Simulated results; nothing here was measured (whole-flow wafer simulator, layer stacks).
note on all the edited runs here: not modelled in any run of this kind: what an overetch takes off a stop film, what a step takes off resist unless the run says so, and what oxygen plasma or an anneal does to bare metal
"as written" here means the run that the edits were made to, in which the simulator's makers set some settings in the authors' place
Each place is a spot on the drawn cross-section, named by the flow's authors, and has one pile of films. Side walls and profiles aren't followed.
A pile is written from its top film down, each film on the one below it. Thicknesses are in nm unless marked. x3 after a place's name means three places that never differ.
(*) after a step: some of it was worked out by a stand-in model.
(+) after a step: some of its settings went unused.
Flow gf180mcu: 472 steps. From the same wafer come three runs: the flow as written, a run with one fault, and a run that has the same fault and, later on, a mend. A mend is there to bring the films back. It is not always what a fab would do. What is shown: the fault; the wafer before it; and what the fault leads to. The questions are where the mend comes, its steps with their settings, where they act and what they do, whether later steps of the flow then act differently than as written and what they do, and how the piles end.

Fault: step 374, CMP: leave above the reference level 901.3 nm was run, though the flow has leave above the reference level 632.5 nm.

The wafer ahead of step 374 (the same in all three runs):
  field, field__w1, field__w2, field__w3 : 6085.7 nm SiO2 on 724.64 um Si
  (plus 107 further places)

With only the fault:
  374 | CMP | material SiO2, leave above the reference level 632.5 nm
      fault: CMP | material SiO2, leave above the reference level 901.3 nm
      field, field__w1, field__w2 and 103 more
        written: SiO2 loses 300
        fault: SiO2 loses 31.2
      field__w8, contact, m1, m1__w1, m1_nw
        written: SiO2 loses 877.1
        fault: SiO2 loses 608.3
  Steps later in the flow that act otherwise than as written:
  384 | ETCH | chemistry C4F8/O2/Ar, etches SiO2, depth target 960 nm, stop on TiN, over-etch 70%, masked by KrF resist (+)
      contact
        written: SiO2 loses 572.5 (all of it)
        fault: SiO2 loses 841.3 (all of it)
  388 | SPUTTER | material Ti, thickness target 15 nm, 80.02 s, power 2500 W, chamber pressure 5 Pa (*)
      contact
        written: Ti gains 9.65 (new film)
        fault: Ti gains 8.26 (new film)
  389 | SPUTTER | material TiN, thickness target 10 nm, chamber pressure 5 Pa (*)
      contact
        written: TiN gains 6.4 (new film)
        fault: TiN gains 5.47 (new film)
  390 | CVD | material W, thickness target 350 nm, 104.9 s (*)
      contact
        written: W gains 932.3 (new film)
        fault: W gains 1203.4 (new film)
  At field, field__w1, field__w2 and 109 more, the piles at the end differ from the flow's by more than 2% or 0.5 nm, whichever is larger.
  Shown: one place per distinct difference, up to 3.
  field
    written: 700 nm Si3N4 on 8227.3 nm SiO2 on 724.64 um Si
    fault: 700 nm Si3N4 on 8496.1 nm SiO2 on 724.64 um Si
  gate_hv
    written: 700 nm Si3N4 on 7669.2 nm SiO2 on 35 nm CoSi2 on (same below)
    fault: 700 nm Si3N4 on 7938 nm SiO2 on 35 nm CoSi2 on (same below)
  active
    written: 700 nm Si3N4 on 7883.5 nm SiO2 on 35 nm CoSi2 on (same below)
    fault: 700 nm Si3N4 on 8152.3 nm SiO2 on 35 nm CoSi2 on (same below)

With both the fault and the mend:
  The mend follows step 374.
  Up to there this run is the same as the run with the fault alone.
  374a | CMP | material SiO2, leave above the reference level 632.5 nm (the flow's step 374 again)
      field, field__w1, field__w2 and 108 more
        SiO2 loses 268.8
  Every later step of the flow that is run acts as written at every place that is followed.
  At every place that both follow, the piles at the end match the flow's.
